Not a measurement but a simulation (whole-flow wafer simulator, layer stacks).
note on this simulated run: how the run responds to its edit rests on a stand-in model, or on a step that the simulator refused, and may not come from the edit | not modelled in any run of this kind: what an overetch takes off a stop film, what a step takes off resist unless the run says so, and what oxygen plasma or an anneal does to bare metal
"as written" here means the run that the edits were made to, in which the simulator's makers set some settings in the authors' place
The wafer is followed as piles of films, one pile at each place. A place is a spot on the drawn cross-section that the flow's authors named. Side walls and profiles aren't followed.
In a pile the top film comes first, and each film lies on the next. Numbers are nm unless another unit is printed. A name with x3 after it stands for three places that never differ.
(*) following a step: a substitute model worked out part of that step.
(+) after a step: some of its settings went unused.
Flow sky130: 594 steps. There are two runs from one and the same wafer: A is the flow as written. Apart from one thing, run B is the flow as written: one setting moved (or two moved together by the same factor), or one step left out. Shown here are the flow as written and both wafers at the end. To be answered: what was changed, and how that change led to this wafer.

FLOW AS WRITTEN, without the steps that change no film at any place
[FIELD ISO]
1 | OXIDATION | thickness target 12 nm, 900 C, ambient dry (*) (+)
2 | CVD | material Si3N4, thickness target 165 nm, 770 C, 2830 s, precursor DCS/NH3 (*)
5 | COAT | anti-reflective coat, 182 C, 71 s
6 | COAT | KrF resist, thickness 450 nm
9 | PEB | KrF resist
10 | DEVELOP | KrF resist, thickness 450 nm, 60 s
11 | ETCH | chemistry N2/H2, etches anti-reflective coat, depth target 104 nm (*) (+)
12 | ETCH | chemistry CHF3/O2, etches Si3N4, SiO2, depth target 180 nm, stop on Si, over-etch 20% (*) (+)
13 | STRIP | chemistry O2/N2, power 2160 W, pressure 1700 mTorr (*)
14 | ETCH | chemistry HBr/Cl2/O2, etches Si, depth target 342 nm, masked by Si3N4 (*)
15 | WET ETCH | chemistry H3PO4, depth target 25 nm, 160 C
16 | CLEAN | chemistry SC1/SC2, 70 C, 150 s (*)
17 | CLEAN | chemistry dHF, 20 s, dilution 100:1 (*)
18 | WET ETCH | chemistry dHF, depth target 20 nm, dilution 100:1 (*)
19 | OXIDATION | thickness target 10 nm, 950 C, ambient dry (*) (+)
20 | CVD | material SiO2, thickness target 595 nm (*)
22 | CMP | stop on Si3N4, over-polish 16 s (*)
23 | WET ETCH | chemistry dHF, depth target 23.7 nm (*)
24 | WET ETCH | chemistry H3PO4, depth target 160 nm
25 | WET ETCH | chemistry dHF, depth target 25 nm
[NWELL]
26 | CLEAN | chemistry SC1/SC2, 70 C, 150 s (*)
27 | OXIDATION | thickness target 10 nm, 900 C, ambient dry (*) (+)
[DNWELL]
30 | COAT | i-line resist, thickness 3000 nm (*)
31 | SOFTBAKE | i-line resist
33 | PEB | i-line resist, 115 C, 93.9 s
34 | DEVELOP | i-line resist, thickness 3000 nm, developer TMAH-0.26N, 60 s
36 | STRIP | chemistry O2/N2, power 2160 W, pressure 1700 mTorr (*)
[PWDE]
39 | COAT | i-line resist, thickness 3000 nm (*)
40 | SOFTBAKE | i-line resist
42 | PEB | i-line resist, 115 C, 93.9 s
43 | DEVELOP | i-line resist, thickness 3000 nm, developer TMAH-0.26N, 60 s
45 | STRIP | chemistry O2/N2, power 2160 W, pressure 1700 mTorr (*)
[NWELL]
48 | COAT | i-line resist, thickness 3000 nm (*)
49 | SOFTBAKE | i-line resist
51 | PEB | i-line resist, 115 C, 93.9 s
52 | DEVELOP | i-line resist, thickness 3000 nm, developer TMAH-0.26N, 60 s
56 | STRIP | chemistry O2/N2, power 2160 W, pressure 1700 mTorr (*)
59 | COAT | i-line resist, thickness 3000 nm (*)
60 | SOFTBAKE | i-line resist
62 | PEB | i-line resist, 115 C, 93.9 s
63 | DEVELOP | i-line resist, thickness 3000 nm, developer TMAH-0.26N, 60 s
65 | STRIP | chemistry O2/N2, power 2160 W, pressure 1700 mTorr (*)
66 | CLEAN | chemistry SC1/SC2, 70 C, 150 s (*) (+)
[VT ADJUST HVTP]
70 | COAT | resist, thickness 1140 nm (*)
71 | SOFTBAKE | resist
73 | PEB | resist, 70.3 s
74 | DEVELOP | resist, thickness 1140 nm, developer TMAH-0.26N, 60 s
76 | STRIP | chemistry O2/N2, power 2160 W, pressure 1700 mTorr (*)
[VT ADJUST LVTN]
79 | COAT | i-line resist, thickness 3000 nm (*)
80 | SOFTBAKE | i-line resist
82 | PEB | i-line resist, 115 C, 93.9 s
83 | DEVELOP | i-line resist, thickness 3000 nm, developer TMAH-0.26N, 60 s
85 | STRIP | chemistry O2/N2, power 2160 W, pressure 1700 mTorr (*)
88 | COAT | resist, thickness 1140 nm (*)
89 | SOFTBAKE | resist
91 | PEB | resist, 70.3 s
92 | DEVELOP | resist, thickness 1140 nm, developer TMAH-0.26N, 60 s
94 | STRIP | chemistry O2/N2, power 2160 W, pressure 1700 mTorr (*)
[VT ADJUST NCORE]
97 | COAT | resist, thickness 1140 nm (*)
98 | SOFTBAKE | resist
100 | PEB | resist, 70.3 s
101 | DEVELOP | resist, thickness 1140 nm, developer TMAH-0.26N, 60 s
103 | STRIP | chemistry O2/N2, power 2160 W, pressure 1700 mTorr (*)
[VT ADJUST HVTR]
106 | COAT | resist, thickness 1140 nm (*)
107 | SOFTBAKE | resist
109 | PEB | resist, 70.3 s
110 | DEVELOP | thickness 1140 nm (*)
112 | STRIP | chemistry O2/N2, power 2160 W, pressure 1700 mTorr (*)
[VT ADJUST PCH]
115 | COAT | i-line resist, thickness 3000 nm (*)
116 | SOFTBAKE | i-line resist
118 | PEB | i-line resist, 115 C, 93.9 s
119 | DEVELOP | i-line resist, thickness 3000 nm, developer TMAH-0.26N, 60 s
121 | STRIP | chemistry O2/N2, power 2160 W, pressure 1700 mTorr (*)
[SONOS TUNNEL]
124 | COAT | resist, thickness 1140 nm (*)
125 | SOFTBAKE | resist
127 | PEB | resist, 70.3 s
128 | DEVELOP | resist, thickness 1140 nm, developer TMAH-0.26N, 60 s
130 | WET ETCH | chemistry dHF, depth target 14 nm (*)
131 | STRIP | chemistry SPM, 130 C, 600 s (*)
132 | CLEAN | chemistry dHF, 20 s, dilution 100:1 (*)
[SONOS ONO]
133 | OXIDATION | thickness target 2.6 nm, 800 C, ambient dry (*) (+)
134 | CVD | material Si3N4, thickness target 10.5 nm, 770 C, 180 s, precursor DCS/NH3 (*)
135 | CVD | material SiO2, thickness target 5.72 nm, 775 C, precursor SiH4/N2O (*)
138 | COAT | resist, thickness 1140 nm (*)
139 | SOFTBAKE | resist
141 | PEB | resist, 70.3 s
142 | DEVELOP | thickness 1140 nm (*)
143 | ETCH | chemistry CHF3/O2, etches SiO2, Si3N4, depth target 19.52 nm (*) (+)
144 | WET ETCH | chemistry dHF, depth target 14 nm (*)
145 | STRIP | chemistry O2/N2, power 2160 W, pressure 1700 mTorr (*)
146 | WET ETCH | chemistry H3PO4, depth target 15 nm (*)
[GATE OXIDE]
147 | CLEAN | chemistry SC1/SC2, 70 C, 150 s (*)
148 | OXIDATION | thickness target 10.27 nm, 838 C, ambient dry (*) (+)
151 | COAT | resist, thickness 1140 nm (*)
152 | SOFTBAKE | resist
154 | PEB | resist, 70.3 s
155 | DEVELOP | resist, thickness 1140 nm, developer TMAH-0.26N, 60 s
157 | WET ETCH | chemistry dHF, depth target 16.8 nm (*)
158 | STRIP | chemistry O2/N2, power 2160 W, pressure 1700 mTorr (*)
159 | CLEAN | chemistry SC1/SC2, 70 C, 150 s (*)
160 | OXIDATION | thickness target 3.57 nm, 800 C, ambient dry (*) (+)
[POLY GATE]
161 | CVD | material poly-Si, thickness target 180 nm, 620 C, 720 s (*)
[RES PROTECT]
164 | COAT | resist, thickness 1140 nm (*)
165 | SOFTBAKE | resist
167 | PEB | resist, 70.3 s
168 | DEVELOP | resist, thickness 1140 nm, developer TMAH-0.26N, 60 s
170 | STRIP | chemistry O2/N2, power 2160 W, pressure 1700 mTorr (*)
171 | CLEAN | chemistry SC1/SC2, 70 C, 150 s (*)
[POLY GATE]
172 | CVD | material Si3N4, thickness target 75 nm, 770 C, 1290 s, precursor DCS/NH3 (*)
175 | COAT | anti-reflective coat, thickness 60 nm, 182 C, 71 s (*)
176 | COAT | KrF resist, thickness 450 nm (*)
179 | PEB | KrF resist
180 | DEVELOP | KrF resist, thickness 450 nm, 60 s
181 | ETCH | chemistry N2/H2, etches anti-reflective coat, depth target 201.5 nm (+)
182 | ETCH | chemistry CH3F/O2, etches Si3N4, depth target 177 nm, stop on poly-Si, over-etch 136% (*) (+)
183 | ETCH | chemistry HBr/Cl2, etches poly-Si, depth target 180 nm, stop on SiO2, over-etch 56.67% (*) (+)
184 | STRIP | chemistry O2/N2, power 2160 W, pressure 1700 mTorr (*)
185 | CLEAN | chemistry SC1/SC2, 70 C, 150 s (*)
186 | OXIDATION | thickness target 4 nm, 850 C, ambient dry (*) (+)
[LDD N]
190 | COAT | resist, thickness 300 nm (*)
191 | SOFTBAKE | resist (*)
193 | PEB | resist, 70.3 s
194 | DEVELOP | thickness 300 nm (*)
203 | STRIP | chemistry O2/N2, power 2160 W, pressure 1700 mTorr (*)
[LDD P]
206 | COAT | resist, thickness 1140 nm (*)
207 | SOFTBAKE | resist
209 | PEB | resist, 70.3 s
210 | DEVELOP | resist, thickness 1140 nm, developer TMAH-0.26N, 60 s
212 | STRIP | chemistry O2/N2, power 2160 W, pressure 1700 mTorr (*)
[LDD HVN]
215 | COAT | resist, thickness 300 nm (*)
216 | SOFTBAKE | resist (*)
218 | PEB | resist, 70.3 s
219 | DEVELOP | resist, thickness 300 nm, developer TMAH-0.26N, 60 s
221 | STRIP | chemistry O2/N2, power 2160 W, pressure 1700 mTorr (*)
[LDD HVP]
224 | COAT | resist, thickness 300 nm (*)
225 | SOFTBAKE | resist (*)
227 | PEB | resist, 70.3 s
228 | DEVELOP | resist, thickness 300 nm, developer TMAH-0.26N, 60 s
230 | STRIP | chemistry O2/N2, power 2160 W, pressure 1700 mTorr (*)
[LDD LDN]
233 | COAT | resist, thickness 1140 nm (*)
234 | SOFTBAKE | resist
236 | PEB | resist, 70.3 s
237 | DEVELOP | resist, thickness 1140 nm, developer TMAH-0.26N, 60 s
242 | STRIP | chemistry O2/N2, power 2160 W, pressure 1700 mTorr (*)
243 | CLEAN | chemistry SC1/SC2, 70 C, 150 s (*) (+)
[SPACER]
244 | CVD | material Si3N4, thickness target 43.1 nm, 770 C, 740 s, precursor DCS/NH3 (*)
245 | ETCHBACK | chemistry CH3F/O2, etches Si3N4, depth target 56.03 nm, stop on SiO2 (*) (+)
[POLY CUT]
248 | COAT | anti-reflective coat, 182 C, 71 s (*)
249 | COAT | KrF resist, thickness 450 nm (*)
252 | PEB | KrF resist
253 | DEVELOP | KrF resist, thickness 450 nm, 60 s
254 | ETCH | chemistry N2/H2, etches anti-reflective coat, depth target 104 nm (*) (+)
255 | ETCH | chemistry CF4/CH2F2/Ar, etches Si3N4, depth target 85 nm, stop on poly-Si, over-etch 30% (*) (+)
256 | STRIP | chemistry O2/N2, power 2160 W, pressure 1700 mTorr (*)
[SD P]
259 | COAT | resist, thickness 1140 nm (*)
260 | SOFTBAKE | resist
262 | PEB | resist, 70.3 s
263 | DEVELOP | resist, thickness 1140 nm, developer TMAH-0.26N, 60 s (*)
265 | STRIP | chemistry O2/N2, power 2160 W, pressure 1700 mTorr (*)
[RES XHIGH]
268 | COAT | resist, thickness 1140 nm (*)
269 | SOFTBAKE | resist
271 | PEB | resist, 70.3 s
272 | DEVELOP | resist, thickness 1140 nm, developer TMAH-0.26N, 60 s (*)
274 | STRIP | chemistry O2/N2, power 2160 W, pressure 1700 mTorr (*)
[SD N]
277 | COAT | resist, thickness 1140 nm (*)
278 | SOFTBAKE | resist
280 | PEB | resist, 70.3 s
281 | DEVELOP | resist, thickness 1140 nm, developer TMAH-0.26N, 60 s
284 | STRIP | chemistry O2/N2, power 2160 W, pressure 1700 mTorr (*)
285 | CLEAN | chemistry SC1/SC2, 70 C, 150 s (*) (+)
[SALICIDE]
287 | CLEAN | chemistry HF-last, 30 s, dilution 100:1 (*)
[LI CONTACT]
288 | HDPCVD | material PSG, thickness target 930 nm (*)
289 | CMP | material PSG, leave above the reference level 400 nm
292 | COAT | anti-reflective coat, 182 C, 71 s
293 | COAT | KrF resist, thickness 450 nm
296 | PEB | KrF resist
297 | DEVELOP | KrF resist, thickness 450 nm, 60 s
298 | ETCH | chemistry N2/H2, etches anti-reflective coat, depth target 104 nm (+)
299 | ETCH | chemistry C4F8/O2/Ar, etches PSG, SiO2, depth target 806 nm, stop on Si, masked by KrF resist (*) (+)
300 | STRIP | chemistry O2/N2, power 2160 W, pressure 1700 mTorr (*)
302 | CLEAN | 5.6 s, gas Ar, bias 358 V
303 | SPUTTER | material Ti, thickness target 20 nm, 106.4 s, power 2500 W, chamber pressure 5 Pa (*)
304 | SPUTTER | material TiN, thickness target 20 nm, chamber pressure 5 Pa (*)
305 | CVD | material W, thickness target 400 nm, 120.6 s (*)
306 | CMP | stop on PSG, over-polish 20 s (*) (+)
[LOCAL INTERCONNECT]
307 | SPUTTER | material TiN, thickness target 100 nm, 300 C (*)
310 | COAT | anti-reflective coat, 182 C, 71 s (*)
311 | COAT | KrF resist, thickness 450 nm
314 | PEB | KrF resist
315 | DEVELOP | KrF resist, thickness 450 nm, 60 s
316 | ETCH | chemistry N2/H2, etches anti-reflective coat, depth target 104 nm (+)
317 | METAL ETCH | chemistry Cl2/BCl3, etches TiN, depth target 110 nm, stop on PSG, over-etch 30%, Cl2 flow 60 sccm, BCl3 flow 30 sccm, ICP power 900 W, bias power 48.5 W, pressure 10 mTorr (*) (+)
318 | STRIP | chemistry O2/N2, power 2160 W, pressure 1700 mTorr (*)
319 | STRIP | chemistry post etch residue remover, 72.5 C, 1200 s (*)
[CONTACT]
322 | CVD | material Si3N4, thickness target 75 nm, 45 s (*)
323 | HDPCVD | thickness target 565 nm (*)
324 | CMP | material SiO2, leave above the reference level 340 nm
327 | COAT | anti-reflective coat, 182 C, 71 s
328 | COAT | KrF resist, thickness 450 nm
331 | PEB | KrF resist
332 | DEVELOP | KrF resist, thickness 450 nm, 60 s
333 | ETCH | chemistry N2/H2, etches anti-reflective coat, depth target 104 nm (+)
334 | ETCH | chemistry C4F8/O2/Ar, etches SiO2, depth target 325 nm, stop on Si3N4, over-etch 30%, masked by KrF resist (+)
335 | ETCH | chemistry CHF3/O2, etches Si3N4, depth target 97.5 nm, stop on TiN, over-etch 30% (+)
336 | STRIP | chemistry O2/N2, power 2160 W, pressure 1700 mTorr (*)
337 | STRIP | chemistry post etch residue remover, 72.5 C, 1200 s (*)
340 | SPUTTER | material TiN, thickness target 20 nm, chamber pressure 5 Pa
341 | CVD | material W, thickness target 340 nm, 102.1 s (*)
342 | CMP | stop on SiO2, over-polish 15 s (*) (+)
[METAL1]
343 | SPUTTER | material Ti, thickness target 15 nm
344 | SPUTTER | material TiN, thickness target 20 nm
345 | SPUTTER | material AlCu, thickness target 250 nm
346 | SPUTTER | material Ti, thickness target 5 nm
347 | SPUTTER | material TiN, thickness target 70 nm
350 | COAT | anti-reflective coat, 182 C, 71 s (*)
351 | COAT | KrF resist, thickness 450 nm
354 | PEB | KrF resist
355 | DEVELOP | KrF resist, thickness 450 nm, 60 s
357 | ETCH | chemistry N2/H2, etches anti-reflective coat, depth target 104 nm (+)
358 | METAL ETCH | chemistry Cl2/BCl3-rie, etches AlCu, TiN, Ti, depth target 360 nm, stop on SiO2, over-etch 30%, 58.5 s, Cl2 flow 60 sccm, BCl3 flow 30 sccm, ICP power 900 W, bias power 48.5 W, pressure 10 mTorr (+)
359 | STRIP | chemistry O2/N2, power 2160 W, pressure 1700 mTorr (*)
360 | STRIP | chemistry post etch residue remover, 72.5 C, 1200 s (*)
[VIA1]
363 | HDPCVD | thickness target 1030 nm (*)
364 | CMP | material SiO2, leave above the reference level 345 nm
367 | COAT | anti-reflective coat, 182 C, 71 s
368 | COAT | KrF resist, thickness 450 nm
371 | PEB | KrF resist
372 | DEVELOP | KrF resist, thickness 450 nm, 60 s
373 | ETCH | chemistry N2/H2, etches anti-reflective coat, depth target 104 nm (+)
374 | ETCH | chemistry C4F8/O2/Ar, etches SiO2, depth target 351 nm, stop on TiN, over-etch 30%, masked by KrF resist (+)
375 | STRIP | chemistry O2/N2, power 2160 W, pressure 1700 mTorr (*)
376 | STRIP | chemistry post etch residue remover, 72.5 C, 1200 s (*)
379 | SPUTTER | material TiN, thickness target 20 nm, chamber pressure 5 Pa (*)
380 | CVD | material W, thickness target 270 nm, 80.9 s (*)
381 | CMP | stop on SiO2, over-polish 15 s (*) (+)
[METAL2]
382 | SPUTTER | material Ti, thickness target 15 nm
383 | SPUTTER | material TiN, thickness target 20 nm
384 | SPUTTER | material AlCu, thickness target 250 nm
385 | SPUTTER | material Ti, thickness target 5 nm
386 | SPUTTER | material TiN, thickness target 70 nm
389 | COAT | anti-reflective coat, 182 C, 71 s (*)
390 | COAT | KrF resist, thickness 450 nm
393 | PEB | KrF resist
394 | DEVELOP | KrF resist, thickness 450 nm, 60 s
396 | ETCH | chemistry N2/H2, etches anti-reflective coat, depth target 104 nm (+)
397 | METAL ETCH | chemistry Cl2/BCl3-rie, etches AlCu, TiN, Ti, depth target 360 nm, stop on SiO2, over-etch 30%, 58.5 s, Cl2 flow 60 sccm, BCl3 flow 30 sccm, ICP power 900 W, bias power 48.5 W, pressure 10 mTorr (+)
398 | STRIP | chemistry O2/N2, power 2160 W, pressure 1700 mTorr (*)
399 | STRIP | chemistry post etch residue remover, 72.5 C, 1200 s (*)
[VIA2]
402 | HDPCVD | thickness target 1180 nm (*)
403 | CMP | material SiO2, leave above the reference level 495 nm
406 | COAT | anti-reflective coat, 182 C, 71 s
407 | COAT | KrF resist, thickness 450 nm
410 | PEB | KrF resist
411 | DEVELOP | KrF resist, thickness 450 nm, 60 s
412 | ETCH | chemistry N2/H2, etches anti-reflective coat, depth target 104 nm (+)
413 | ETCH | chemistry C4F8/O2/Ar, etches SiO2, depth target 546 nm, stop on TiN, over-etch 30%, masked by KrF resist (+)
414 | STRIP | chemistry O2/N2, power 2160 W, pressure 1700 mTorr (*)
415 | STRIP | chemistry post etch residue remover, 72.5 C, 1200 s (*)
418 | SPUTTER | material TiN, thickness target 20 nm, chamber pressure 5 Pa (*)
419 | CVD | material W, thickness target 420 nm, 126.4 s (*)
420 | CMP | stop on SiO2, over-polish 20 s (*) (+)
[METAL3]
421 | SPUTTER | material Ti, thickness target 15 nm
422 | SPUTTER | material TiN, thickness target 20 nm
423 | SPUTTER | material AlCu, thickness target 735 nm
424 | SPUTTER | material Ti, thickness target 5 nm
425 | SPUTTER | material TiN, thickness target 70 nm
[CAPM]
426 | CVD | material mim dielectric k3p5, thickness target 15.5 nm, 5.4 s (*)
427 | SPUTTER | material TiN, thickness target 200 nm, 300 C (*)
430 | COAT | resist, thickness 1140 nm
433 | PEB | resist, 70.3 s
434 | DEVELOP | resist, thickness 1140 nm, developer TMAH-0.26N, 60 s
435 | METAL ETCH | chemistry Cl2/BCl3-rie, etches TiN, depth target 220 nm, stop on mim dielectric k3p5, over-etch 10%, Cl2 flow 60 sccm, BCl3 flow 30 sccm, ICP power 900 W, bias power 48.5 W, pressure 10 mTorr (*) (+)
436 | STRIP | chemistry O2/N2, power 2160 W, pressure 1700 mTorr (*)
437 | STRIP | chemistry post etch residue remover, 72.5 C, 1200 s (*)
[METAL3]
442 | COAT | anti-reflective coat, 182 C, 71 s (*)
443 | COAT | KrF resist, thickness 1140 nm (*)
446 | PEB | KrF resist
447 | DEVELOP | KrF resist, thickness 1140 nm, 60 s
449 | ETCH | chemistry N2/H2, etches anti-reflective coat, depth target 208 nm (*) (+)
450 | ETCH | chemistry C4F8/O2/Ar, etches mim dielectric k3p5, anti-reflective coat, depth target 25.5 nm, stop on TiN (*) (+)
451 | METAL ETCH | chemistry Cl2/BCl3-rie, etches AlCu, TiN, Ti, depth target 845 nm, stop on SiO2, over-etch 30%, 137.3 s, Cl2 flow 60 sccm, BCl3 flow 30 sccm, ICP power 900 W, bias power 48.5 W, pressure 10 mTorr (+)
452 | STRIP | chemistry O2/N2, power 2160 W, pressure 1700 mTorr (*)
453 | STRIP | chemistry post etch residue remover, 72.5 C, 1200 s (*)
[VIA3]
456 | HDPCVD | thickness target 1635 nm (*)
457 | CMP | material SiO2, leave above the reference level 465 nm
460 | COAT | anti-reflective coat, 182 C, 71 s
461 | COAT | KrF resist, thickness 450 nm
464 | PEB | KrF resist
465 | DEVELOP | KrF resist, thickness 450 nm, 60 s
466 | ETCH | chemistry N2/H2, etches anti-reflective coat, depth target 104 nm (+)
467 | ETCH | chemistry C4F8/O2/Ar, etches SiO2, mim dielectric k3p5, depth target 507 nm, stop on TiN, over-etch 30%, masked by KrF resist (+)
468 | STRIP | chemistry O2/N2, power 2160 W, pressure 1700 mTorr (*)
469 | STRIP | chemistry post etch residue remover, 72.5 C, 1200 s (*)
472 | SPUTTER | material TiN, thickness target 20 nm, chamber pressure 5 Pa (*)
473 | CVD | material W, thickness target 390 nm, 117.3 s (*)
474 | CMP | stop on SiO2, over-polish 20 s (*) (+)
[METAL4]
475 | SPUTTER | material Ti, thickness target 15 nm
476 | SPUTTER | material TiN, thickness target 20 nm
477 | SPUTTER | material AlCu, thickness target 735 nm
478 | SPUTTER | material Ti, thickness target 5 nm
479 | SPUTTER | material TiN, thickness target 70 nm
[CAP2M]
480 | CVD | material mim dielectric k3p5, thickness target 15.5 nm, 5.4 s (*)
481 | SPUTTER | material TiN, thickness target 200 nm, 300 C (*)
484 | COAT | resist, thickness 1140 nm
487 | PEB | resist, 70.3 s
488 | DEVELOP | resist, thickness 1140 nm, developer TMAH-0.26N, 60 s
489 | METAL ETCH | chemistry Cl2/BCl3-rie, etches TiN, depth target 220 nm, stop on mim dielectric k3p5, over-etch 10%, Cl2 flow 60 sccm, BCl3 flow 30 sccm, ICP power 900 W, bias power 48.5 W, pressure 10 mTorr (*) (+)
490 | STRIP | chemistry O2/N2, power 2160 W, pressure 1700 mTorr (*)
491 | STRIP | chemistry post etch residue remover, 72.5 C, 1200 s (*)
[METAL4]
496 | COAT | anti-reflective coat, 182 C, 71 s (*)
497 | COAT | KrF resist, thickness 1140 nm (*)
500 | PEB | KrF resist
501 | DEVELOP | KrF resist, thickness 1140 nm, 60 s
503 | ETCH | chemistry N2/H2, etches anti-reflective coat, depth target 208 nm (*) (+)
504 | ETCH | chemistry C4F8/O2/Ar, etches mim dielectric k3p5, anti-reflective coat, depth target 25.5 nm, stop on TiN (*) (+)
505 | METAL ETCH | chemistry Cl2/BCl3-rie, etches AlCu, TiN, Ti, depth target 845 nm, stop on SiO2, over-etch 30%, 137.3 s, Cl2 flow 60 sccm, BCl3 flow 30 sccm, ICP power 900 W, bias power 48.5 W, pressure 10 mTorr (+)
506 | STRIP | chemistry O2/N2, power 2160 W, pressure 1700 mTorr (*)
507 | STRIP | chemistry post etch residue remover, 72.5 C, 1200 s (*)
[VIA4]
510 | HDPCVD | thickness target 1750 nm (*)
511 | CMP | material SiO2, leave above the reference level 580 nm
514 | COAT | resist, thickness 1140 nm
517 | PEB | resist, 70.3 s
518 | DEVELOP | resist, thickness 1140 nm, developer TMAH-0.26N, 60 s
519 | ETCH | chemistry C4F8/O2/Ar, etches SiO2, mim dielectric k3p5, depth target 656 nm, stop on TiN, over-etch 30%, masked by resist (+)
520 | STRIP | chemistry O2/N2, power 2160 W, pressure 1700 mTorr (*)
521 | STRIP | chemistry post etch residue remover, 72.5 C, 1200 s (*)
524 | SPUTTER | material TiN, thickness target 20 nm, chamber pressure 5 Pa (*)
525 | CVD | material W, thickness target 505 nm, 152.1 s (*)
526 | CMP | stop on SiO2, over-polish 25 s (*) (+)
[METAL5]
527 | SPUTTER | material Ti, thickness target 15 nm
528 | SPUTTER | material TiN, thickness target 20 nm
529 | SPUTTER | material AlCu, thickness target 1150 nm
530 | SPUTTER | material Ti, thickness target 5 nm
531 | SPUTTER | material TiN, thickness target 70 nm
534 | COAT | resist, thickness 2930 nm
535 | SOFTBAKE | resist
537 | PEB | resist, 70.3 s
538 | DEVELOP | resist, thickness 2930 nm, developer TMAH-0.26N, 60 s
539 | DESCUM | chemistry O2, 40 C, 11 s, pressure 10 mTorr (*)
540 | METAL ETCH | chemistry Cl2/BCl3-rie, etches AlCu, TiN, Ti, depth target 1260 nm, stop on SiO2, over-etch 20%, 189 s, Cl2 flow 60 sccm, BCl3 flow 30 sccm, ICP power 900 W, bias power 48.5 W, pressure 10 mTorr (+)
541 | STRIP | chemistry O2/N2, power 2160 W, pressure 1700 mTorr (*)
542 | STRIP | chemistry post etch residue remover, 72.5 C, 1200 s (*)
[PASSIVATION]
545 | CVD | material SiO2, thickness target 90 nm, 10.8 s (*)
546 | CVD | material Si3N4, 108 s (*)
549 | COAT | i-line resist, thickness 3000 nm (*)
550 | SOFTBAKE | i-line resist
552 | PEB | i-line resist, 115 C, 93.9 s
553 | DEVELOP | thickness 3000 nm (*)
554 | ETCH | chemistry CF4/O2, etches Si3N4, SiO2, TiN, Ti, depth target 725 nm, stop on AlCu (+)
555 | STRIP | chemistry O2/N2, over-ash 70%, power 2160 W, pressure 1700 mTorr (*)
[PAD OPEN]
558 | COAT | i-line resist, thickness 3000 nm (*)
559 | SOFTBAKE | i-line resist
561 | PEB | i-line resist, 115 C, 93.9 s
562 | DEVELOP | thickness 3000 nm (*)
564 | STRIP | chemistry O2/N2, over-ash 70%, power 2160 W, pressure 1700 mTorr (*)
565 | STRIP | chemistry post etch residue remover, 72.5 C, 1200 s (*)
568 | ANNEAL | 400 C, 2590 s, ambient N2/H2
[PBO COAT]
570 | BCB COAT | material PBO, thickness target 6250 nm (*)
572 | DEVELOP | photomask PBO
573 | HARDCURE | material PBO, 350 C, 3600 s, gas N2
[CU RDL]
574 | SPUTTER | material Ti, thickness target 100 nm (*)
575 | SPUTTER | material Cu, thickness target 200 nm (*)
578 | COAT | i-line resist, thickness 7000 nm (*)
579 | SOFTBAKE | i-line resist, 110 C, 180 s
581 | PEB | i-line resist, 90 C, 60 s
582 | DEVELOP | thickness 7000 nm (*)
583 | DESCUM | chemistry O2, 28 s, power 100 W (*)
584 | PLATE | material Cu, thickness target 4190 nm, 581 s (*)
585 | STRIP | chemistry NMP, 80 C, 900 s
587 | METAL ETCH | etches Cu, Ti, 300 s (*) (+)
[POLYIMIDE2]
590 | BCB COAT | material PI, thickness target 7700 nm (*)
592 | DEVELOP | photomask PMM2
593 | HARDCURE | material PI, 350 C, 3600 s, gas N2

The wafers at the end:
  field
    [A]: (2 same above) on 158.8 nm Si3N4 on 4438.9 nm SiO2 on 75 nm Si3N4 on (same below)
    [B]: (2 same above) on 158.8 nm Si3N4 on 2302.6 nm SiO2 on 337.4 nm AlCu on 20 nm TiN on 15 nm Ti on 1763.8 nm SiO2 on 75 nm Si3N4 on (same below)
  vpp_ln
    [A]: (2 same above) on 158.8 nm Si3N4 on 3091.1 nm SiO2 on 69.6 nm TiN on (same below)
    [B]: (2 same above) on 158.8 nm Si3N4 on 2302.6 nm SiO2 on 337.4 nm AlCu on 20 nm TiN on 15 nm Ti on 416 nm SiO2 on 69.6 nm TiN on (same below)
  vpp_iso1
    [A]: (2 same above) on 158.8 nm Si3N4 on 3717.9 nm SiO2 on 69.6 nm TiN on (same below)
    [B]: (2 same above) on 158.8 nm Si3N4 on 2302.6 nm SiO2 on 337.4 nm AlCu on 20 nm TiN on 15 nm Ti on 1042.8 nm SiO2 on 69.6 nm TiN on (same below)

Cause: step 451, METAL ETCH: depth target 359.1 nm was run, though the flow has depth target 845 nm; step 451, METAL ETCH: 58.4 s was run, where the flow has 137.3 s.

How this came from the change, step by step:
  451 | METAL ETCH | chemistry Cl2/BCl3-rie, etches AlCu, TiN, Ti, depth target 845 nm, stop on SiO2, over-etch 30%, 137.3 s, Cl2 flow 60 sccm, BCl3 flow 30 sccm, ICP power 900 W, bias power 48.5 W, pressure 10 mTorr (+)
      field, gate, spacer and 68 more: A -70 TiN (all of it), -5 Ti (all of it), -735 AlCu (all of it), -20 TiN (all of it), -15 Ti (all of it), -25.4 SiO2 | B -70 TiN (all of it), -5 Ti (all of it), -391.8 AlCu
      active, vpp_ln, vpp_iso2 and 11 more: A -70 TiN (all of it), -5 Ti (all of it), -735 AlCu (all of it), -20 TiN (all of it), -15 Ti (all of it), -25.3 SiO2 | B -70 TiN (all of it), -5 Ti (all of it), -391.8 AlCu
      (also at 107 further places)
  452 | STRIP | chemistry O2/N2, power 2160 W, pressure 1700 mTorr (*)
      dice_street, pplus_nw, drift_dnw and 59 more: A -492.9 KrF resist (all of it), -80 anti-reflective coat (all of it) | B -808.8 KrF resist (all of it), -80 anti-reflective coat (all of it)
      n_well, p_well, gate_hv and 20 more: A -492.9 KrF resist (all of it), -80 anti-reflective coat (all of it) | B -808.7 KrF resist (all of it), -80 anti-reflective coat (all of it)
      (also at 22 further places)
  453 | STRIP | chemistry post etch residue remover, 72.5 C, 1200 s (*)
      field, active, gate and 82 more: A nothing | B -5.72 AlCu
  456 | HDPCVD | thickness target 1635 nm (*)
      field, active, gate and 82 more: A +1635 SiO2 | B +1635 SiO2 (new film)
  457 | CMP | material SiO2, leave above the reference level 465 nm
      field, active, gate and 82 more: A -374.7 SiO2 | B -772.5 SiO2
With metal films that touch counted as one body, field has 1 body; the flow as written gives 0 bodies.
With metal films that touch counted as one body, vpp_ln has 3 bodies (between them, from the top down: SiO2 416; SiO2 267.2); the flow as written gives 2 bodies (between them, from the top down: SiO2 267.2).
With metal films that touch counted as one body, vpp_iso1 has 2 bodies (between them, from the top down: SiO2 1042.8); the flow as written gives 1 body.
